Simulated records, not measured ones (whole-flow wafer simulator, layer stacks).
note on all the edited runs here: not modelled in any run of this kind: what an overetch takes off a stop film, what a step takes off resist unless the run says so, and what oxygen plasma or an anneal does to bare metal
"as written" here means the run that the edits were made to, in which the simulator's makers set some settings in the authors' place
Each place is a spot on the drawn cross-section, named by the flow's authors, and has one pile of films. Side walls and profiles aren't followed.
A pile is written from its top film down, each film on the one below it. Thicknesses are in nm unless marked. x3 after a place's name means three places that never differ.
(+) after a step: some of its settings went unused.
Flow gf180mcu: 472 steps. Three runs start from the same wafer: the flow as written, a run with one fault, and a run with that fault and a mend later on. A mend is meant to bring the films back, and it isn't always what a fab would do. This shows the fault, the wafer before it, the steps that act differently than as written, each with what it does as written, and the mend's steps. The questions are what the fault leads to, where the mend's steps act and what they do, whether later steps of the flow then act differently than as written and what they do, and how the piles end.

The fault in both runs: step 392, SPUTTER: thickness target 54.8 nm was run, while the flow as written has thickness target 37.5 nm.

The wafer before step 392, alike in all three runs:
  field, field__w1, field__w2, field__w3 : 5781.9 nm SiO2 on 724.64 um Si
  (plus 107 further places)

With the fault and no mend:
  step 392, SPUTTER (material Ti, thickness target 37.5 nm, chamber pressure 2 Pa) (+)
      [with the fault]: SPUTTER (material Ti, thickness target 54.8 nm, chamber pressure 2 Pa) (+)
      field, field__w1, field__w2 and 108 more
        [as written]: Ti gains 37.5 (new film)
        [with the fault]: Ti gains 54.8 (new film)
  Steps later in the flow that act otherwise than as written (1 more step, not shown, differs only slightly: by at most 2% or 0.5 nm, whichever is larger):
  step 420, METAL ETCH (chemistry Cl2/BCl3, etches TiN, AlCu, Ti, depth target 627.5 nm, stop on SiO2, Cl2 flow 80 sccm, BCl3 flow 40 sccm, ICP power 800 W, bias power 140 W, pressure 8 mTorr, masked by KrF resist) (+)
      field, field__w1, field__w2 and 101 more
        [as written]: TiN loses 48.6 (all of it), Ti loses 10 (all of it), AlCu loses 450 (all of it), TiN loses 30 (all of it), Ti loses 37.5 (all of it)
        [with the fault]: TiN loses 48.6 (all of it), Ti loses 10 (all of it), AlCu loses 450 (all of it), TiN loses 30 (all of it), Ti loses 54.8 (all of it)
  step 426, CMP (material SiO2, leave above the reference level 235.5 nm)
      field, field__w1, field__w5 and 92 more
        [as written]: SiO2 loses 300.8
        [with the fault]: SiO2 loses 283.5
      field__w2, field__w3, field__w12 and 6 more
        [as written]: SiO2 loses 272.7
        [with the fault]: SiO2 loses 254.6
  At field__w4, field__w8, contact, m1, m1__w1, mim, mim_1p0, m1_nw, the piles at the end differ from the flow's by more than 2% or 0.5 nm, whichever is larger.
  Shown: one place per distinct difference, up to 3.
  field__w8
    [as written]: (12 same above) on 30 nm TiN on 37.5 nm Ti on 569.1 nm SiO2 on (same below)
    [with the fault]: (12 same above) on 30 nm TiN on 54.8 nm Ti on 569.1 nm SiO2 on (same below)
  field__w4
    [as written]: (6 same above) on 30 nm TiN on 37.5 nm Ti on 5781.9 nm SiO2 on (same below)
    [with the fault]: (6 same above) on 30 nm TiN on 54.8 nm Ti on 5781.9 nm SiO2 on (same below)
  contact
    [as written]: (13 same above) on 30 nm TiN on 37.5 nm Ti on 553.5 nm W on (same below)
    [with the fault]: (13 same above) on 30 nm TiN on 54.8 nm Ti on 553.5 nm W on (same below)

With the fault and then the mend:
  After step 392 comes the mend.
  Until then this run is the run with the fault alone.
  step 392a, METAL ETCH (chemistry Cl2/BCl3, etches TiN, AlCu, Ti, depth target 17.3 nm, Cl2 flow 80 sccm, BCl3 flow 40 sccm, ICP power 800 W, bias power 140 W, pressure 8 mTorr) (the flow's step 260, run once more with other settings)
      field, field__w1, field__w2 and 108 more
        Ti loses 17.3
  None of the later steps of the flow acts differently than as written at any place that is followed.
  The piles end the same as the flow's at every place that both follow.
